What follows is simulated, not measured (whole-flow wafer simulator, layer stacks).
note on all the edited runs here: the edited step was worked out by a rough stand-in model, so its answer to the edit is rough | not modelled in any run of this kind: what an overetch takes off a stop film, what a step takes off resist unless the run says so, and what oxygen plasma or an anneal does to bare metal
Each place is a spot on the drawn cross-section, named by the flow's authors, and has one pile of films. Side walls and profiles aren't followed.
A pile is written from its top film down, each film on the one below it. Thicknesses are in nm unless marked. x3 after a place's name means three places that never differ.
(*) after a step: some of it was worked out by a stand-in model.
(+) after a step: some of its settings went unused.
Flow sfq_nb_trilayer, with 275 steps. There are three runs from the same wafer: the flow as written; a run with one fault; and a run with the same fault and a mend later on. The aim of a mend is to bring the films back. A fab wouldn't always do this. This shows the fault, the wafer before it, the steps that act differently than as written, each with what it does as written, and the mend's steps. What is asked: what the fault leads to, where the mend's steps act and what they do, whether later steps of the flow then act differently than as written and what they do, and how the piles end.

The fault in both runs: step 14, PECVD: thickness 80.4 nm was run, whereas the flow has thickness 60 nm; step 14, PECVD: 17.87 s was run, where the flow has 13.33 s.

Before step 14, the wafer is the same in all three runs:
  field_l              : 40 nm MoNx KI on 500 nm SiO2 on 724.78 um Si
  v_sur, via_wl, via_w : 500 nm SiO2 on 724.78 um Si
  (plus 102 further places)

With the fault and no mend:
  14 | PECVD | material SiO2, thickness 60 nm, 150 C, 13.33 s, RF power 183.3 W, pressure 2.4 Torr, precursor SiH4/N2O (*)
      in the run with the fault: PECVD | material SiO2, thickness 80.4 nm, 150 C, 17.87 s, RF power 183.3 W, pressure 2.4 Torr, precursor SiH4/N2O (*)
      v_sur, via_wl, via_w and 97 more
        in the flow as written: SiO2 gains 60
        in the run with the fault: SiO2 gains 80.4
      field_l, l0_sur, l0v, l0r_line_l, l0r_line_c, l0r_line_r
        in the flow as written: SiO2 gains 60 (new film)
        in the run with the fault: SiO2 gains 80.4 (new film)
  Later steps of the flow acting differently than as written (not shown: 12 more steps that differ only slightly, by at most 2% or 0.5 nm, whichever is larger):
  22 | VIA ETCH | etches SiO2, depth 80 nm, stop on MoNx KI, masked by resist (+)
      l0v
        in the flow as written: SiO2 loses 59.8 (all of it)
        in the run with the fault: SiO2 loses 80.2 (all of it)
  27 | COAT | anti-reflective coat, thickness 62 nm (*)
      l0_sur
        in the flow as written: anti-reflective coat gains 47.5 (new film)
        in the run with the fault: anti-reflective coat gains 46 (new film)
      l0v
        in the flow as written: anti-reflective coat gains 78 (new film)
        in the run with the fault: anti-reflective coat gains 83.1 (new film)
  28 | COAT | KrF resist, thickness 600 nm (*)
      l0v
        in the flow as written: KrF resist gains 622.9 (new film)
        in the run with the fault: KrF resist gains 636.6 (new film)
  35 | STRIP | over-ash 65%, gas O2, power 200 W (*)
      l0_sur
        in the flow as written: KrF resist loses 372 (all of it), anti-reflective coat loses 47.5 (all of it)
        in the run with the fault: KrF resist loses 369.7 (all of it), anti-reflective coat loses 46 (all of it)
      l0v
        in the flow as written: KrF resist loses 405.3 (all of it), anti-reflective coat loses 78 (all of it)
        in the run with the fault: KrF resist loses 418.9 (all of it), anti-reflective coat loses 83.1 (all of it)
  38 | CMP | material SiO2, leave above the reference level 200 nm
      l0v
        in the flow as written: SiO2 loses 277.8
        in the run with the fault: SiO2 loses 253.8
  By the end, the piles at field_l, v_sur, via_wl and 99 more depart from the flow's by more than 2% or 0.5 nm, whichever is larger.
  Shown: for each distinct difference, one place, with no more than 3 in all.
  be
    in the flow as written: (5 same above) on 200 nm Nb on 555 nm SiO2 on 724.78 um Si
    in the run with the fault: (5 same above) on 200 nm Nb on 575.4 nm SiO2 on 724.78 um Si
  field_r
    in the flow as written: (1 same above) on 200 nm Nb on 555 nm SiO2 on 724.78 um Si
    in the run with the fault: (1 same above) on 200 nm Nb on 575.4 nm SiO2 on 724.78 um Si
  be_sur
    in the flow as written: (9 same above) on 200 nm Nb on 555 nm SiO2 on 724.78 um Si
    in the run with the fault: (9 same above) on 200 nm Nb on 575.4 nm SiO2 on 724.78 um Si

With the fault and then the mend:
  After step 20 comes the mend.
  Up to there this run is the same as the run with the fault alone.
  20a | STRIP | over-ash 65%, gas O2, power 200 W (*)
      p4_fl x3, p4_w1 x9, p4_g1 x2 and 59 more
        KrF resist loses 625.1 (all of it), anti-reflective coat loses 62 (all of it)
      ce_l, c5j, ce_r, sp_r, be_r, r_sur
        KrF resist loses 632 (all of it), anti-reflective coat loses 63.7 (all of it)
      gap, jj_sur, res
        KrF resist loses 632.1 (all of it), anti-reflective coat loses 63.7 (all of it)
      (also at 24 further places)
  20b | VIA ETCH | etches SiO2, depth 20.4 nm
      field_l, v_sur, via_wl and 103 more
        SiO2 loses 20.4
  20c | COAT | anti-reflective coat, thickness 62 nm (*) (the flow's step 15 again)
      p4_fl x3, p4_w1 x9, p4_g1 x2 and 59 more
        anti-reflective coat gains 62 (new film)
      be_sur, gap, jj_sur and 8 more
        anti-reflective coat gains 63.7 (new film)
      wire, be, moat, field_r
        anti-reflective coat gains 63.8 (new film)
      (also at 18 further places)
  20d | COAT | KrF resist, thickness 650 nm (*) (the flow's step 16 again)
      p4_fl x3, p4_w1 x9, p4_g1 x2 and 59 more
        KrF resist gains 650 (new film)
      ce_l, c5j, ce_r, sp_r, be_r
        KrF resist gains 656.9 (new film)
      gap, jj_sur, r_sur, res
        KrF resist gains 657 (new film)
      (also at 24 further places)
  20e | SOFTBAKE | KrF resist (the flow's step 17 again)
      alters no film at any place that is followed
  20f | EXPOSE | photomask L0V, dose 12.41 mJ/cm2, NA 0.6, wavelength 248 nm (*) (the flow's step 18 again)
      alters no film at any place that is followed
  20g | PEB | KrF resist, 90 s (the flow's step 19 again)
      p4_fl x3, p4_w1 x9, p4_g1 x2 and 59 more
        KrF resist loses 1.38
      via_v, wire, be and 15 more
        KrF resist loses 1.39
      v_sur, via_w, via_wr, via_sp, lsp_m, ln_m6, lsp_r
        KrF resist loses 1.4
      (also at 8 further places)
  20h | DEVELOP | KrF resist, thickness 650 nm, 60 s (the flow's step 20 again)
      field_l, v_sur, via_wl and 102 more
        KrF resist loses 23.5
      l0v
        KrF resist loses 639 (all of it)
  Later steps of the flow that are run all act as written at every place that is followed, up to a difference of at most 2% or 0.5 nm, whichever is larger.
  At every place that both follow, the piles at the end match the flow's.
